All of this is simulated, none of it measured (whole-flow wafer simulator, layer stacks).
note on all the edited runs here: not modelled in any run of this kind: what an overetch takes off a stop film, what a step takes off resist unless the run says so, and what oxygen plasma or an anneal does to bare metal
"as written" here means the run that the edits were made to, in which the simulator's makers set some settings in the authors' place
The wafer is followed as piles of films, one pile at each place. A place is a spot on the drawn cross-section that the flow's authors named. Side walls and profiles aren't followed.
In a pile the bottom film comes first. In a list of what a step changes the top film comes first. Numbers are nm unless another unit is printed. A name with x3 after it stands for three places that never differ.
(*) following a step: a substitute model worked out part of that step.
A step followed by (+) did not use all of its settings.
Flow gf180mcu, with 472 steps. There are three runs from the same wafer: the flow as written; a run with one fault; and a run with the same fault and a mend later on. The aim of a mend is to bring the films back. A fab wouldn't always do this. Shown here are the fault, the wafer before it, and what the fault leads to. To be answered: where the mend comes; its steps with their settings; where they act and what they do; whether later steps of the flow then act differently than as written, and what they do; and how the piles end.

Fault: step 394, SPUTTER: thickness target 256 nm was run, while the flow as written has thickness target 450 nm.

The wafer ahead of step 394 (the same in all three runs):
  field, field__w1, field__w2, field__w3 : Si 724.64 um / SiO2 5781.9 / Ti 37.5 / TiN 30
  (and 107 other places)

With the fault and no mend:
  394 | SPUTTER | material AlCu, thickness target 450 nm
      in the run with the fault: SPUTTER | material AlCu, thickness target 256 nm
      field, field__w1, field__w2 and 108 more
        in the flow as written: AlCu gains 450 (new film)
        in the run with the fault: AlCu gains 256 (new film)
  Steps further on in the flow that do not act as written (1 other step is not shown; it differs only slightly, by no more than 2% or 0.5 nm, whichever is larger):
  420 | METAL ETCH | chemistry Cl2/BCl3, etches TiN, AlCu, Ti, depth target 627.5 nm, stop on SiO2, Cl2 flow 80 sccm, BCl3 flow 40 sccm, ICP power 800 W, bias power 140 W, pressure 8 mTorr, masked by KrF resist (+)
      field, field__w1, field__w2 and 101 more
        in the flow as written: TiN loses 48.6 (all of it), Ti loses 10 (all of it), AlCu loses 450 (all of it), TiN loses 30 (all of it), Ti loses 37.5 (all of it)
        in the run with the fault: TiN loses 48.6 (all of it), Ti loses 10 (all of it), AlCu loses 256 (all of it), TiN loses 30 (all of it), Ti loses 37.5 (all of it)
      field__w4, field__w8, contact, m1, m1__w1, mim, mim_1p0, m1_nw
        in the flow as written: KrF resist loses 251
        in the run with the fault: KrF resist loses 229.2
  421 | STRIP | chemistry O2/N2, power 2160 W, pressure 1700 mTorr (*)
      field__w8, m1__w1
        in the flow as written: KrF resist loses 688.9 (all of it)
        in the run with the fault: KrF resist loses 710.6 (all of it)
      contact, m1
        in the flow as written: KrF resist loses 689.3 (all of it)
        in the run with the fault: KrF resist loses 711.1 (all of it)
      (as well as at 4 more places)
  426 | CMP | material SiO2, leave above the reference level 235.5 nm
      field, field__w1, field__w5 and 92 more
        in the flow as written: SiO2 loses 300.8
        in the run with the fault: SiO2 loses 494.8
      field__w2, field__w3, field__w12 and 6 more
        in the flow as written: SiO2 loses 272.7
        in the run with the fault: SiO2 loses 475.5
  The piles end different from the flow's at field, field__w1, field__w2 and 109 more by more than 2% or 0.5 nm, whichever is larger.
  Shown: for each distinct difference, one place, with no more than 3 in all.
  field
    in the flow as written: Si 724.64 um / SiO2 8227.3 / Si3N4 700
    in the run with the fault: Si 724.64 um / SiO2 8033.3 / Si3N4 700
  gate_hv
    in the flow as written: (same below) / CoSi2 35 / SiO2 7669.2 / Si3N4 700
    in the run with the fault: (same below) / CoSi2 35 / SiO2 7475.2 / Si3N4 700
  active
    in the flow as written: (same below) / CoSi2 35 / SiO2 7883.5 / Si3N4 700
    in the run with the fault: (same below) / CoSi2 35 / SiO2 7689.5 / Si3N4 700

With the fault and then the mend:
  The mend stands after step 394.
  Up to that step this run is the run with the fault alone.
  394a | SPUTTER | material AlCu, thickness target 194 nm (the flow's step 394 again, with other settings)
      field, field__w1, field__w2 and 108 more
        AlCu gains 194
  Every later step of the flow that is run acts as written at every place that is followed.
  The piles end the same as the flow's at every place that both follow.
